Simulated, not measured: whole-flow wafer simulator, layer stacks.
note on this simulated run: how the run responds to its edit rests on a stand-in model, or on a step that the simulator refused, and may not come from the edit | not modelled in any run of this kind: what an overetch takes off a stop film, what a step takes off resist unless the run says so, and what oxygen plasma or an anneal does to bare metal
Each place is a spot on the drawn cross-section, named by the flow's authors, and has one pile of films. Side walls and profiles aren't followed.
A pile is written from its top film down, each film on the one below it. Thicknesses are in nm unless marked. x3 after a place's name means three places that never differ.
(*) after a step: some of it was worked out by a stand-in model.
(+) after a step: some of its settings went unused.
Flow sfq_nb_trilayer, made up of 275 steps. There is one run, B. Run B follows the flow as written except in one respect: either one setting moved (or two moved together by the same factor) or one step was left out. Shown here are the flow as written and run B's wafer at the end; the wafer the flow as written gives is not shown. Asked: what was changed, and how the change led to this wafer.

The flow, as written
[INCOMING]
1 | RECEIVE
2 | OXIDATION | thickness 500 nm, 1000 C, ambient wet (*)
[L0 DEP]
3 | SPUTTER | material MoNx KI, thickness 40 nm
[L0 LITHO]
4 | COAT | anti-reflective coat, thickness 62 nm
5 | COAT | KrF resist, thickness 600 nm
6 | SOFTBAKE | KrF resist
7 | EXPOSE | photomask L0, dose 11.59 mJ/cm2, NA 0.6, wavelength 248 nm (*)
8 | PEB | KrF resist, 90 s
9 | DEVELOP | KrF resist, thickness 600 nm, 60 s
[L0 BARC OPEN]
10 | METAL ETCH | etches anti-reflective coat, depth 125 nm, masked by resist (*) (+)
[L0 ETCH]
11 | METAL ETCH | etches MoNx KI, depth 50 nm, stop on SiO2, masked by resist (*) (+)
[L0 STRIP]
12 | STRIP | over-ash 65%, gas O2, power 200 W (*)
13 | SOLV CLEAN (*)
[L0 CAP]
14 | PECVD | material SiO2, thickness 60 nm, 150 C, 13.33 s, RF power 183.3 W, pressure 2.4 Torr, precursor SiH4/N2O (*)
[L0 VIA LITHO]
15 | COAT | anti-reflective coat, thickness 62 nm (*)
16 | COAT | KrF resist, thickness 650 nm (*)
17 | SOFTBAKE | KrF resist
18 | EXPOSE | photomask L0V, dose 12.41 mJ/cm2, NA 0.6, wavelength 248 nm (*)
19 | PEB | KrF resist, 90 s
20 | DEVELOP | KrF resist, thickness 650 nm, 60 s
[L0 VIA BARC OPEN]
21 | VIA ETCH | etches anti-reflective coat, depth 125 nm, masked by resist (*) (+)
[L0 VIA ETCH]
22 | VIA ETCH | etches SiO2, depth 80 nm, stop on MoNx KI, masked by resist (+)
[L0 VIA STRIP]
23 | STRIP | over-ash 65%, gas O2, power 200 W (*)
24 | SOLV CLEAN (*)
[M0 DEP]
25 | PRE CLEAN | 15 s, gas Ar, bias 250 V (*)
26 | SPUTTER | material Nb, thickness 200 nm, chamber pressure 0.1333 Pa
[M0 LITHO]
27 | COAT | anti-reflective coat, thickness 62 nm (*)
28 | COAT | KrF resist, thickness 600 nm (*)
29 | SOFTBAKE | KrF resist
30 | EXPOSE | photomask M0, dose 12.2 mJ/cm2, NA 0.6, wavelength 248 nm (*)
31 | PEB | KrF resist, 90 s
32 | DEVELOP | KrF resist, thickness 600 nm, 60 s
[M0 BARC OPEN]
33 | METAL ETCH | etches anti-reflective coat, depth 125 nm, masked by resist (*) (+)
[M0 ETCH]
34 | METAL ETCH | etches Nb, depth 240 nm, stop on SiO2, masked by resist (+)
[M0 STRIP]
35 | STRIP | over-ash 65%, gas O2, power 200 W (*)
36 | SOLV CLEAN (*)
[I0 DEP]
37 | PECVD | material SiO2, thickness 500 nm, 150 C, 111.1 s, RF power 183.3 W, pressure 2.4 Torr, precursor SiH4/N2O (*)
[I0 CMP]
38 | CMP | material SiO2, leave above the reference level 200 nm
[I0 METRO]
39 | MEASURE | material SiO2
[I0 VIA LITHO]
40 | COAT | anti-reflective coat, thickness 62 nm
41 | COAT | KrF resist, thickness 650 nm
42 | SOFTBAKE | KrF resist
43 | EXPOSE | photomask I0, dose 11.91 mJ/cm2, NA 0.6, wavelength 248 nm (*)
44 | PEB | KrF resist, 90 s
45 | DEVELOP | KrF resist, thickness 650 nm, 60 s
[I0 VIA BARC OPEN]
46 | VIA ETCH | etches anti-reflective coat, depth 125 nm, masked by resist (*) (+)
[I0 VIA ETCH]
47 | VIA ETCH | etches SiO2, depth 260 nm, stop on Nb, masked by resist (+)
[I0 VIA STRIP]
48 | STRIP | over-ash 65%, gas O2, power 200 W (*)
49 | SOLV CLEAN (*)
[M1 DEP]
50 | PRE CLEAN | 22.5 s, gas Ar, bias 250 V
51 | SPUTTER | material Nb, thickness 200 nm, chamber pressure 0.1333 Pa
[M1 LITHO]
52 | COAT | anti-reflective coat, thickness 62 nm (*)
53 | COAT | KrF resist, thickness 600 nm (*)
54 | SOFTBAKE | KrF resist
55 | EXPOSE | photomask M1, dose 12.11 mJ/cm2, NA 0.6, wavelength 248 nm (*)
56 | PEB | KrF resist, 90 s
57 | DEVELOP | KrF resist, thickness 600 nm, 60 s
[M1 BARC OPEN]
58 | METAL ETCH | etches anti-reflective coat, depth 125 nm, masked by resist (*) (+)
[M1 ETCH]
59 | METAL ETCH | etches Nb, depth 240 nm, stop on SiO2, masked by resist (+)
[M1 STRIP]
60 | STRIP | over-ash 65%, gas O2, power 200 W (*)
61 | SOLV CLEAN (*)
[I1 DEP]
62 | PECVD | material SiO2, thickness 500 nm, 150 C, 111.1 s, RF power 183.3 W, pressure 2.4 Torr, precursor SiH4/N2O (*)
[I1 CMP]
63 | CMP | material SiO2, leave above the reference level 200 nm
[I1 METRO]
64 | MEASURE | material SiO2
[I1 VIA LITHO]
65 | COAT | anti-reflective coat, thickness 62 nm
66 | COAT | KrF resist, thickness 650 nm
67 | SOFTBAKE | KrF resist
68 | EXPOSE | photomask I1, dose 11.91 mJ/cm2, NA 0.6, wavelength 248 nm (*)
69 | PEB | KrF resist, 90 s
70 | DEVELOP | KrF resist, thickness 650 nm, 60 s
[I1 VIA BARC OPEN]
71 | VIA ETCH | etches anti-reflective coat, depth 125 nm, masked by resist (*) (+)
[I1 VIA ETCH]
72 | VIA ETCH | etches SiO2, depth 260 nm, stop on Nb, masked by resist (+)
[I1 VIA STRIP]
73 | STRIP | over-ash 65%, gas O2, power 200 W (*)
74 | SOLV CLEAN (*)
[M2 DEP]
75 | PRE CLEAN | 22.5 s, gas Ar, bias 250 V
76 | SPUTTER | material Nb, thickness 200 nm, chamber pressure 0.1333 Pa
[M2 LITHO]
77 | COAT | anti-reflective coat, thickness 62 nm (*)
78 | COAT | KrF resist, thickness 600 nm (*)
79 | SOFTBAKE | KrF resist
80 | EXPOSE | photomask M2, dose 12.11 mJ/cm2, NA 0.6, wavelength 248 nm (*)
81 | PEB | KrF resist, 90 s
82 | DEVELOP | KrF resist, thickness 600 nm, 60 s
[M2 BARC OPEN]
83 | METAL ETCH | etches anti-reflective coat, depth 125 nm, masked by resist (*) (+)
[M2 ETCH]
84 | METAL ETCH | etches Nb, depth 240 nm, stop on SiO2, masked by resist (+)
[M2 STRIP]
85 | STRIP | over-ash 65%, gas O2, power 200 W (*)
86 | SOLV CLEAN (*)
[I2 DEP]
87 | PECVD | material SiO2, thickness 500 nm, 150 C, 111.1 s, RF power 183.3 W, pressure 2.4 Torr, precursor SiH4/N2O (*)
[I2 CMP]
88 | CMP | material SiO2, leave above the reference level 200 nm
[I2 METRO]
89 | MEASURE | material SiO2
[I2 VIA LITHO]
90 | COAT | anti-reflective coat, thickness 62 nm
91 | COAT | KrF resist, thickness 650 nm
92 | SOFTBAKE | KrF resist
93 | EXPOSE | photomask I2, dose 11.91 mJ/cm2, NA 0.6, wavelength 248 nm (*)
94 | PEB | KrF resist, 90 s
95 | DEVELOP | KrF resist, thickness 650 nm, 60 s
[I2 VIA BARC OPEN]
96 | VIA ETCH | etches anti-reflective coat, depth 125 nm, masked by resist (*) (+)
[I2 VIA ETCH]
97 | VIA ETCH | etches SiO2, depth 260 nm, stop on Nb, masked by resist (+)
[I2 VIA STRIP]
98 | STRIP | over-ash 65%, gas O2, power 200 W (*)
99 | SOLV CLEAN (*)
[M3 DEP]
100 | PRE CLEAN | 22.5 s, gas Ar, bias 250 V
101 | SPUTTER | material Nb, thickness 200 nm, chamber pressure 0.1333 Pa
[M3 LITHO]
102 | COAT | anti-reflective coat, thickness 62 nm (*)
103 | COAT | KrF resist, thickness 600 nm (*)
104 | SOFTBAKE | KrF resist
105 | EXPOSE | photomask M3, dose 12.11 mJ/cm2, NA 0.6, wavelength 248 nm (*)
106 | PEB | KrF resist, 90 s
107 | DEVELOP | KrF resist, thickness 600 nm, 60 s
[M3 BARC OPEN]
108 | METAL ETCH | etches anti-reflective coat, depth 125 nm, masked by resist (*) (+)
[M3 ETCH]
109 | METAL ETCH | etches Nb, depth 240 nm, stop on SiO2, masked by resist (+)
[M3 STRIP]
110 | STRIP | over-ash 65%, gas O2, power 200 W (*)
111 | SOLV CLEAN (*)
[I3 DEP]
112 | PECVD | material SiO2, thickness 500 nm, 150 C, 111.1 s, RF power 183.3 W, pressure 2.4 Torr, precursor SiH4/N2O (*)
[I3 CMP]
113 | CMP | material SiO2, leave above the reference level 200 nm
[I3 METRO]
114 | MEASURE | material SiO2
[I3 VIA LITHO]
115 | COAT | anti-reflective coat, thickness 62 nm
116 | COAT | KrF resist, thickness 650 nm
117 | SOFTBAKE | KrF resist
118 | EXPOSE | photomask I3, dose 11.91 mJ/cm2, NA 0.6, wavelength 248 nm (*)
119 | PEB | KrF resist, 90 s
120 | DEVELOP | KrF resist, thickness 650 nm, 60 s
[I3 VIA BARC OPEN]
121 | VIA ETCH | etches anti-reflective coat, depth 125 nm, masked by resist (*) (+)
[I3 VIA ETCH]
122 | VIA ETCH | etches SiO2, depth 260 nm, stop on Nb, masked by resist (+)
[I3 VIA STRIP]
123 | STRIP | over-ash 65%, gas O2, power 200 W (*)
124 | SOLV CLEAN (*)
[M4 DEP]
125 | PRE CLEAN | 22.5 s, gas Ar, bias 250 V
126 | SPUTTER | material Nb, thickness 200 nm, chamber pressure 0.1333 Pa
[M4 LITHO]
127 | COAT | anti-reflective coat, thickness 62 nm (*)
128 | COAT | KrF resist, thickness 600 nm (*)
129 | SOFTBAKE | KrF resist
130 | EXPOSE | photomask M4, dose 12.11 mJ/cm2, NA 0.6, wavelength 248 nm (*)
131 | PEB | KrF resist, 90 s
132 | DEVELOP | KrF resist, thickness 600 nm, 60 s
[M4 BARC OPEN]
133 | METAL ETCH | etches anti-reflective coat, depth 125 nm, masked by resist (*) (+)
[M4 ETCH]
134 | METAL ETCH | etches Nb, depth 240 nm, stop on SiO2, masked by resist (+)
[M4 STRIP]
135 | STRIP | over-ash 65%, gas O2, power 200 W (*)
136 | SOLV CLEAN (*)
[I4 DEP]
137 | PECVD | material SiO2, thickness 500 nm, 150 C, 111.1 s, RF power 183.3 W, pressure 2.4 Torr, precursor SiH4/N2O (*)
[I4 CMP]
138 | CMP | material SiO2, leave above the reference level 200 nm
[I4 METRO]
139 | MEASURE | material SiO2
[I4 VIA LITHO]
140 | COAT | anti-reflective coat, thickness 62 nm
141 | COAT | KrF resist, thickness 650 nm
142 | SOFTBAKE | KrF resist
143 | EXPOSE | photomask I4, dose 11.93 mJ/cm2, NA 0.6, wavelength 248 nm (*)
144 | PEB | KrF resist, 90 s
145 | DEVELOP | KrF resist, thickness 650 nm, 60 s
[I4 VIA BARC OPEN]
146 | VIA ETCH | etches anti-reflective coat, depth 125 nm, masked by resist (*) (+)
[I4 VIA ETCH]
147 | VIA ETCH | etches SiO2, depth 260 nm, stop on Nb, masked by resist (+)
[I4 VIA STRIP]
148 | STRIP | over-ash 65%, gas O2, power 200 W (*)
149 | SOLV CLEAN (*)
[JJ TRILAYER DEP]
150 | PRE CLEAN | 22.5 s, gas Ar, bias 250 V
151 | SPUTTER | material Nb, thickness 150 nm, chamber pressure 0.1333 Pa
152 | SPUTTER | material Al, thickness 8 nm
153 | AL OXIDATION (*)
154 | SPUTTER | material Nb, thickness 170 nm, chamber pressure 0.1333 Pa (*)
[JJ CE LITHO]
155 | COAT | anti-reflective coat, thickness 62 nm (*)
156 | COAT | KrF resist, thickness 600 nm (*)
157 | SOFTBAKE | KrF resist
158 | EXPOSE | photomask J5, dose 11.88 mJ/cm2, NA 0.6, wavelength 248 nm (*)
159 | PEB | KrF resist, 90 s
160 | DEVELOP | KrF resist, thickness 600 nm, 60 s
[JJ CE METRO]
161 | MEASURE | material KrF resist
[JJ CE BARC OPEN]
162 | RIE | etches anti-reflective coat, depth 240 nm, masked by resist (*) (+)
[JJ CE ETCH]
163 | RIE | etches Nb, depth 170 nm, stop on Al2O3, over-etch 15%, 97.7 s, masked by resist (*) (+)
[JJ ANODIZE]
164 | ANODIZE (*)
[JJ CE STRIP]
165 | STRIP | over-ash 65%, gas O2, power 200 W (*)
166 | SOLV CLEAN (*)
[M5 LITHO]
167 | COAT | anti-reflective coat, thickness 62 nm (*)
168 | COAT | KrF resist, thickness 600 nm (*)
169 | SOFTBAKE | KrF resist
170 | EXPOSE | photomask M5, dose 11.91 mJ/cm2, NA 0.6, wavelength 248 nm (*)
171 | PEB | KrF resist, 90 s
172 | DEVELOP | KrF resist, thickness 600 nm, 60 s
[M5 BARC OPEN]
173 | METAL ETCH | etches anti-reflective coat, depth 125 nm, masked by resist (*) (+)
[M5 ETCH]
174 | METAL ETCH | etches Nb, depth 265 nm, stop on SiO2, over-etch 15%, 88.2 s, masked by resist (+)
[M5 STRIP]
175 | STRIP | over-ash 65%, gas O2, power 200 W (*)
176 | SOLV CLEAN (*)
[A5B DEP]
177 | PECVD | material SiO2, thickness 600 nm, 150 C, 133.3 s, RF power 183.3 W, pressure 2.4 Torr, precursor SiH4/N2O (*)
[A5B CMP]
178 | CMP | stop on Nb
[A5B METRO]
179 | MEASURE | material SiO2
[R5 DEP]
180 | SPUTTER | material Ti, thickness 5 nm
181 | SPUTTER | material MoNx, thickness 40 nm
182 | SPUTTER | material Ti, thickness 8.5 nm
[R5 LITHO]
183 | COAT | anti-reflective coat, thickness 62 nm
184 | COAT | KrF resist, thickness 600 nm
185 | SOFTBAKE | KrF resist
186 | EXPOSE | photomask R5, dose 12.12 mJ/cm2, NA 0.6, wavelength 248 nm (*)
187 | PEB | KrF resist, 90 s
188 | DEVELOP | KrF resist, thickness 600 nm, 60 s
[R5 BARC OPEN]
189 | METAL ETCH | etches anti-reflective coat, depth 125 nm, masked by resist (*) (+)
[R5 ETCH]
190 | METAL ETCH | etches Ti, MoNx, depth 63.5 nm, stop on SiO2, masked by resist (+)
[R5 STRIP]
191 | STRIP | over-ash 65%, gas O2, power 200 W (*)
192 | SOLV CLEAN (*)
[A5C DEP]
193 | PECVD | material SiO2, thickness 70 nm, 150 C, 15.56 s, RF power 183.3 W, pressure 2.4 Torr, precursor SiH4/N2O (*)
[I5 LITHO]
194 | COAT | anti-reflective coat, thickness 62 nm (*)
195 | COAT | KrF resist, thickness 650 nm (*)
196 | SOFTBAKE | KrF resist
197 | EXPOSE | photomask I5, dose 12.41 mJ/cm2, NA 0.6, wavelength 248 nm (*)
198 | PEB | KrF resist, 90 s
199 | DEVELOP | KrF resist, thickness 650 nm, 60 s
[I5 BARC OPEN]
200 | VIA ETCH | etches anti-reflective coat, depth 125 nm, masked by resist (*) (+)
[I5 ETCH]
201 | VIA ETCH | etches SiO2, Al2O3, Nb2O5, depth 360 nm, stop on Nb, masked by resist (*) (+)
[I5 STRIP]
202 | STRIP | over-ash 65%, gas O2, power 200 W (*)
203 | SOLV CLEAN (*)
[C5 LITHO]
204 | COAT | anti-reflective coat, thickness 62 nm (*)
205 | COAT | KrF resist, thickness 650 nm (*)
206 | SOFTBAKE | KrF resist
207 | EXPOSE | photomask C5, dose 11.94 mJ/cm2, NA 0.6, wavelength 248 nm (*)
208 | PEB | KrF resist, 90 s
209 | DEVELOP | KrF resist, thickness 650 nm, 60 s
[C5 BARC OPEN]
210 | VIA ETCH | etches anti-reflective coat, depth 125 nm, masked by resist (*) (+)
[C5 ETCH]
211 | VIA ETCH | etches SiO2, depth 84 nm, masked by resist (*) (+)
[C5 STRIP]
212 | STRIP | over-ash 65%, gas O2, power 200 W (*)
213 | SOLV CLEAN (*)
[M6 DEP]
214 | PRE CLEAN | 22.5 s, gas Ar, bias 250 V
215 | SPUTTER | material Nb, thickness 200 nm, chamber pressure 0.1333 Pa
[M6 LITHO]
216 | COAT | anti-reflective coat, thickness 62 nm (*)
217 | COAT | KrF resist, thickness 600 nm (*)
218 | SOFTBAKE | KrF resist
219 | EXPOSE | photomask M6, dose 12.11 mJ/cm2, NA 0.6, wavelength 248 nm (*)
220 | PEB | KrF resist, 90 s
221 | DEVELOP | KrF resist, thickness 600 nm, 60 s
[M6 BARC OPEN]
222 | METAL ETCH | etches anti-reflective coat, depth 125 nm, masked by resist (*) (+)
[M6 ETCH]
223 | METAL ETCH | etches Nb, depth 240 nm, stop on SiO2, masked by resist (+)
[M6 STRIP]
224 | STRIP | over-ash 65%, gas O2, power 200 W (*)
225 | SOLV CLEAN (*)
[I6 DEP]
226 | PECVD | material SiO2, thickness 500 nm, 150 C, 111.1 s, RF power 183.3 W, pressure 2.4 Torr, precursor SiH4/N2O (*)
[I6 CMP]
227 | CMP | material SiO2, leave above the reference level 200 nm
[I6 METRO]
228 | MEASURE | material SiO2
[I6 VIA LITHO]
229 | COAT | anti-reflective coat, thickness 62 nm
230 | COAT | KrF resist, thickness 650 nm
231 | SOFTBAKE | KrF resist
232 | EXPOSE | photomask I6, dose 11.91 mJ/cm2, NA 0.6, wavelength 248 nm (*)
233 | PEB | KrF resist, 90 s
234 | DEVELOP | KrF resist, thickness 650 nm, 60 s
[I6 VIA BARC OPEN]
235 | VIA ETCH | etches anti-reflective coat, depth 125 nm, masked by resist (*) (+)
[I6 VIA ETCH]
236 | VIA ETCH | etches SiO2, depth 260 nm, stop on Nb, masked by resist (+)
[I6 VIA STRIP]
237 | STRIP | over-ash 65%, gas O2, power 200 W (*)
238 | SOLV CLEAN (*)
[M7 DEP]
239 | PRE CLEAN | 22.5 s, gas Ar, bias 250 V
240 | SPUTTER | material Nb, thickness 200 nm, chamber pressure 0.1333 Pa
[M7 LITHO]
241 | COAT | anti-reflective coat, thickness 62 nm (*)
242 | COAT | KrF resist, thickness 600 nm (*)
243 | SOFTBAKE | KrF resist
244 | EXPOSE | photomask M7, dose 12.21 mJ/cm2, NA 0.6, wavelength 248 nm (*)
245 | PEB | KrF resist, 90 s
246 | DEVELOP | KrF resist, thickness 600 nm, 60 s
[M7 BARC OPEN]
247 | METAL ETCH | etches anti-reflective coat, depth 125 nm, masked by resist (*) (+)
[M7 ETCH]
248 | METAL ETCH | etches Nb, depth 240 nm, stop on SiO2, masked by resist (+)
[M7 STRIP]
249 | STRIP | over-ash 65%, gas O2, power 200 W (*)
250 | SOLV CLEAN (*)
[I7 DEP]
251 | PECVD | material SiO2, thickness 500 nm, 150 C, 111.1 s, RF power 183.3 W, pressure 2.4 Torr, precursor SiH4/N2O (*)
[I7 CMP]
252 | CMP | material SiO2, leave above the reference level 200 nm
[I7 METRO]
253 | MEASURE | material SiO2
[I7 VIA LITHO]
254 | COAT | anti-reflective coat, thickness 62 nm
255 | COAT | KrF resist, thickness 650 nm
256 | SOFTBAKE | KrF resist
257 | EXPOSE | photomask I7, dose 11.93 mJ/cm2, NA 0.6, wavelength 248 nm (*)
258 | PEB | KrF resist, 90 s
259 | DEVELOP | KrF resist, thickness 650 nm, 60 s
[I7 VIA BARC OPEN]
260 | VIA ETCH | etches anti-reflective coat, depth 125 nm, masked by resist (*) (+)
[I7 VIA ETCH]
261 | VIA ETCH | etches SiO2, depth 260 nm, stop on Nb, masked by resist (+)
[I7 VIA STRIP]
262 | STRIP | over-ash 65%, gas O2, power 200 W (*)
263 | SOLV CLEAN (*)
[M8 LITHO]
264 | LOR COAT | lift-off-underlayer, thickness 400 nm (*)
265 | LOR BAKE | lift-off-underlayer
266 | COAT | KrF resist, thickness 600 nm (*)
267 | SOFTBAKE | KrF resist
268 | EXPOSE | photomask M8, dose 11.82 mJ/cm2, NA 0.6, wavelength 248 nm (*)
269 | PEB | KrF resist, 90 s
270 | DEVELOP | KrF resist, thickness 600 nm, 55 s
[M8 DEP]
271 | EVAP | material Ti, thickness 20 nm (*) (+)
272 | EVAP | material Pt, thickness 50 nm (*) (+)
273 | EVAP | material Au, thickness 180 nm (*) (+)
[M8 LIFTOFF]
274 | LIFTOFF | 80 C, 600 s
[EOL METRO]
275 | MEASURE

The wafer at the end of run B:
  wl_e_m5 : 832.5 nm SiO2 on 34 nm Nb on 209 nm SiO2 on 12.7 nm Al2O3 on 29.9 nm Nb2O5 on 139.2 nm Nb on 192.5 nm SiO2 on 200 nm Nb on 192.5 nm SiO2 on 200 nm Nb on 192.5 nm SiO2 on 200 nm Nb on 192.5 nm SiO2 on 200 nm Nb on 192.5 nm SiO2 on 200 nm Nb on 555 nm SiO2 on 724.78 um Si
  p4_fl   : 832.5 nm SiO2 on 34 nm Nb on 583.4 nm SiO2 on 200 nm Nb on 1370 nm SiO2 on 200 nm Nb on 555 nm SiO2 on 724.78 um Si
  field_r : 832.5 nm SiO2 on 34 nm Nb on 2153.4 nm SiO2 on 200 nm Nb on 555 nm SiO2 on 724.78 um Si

The reason: step 215, SPUTTER: thickness 274 nm was run, though the flow has thickness 200 nm.

Step by step, how the change led to this:
  215 | SPUTTER | material Nb, thickness 200 nm, chamber pressure 0.1333 Pa
      field_l, v_sur, via_wl and 100 more: +274 Nb (new film) (in the flow as written it would be: +200 Nb (new film))
      be: +200.8 Nb (in the flow as written it would be: +147.3 Nb)
      (also at 2 further places)
  216 | COAT | anti-reflective coat, thickness 62 nm (*)
      be: +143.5 anti-reflective coat (new film) (in the flow as written it would be: +136.7 anti-reflective coat (new film))
  223 | METAL ETCH | etches Nb, depth 240 nm, stop on SiO2, masked by resist (+)
      field_l, gap, moat and 76 more: -240 Nb (in the flow as written it would be: -200 Nb (all of it))
  224 | STRIP | over-ash 65%, gas O2, power 200 W (*)
      be: -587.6 KrF resist (all of it), -143.5 anti-reflective coat (all of it) (in the flow as written it would be: -575.8 KrF resist (all of it), -136.7 anti-reflective coat (all of it))
  226 | PECVD | material SiO2, thickness 500 nm, 150 C, 111.1 s, RF power 183.3 W, pressure 2.4 Torr, precursor SiH4/N2O (*)
      field_l, p4_fl, p4_fm and 62 more: +500 SiO2 (new film) (in the flow as written it would be: +500 SiO2)
      moat, field_r, lsp_l, ln_m5, lsp_m: +492.3 SiO2 (new film) (in the flow as written it would be: +493.6 SiO2)
      (also at 10 further places)
  227 | CMP | material SiO2, leave above the reference level 200 nm
      field_l, p4_fl, p4_fm and 59 more: -60 SiO2 (in the flow as written it would be: -100 SiO2)
      moat, field_r, lsp_l, ln_m5, lsp_m: -52.3 SiO2 (in the flow as written it would be: -93.6 SiO2)
      (also at 9 further places)
If metal films that touch count as one body, wl_e_m5 has 7 bodies (between them, from the top down: SiO2 209 / Al2O3 12.7 / Nb2O5 29.9; SiO2 192.5; SiO2 192.5; SiO2 192.5; SiO2 192.5; SiO2 192.5); the flow as written gives 6 bodies (between them, from the top down: SiO2 192.5; SiO2 192.5; SiO2 192.5; SiO2 192.5; SiO2 192.5).
If metal films that touch count as one body, p4_fl has 3 bodies (between them, from the top down: SiO2 583.4; SiO2 1370); the flow as written gives 2 bodies (between them, from the top down: SiO2 1370).
If metal films that touch count as one body, field_r has 2 bodies (between them, from the top down: SiO2 2153.4); the flow as written gives 1 body.
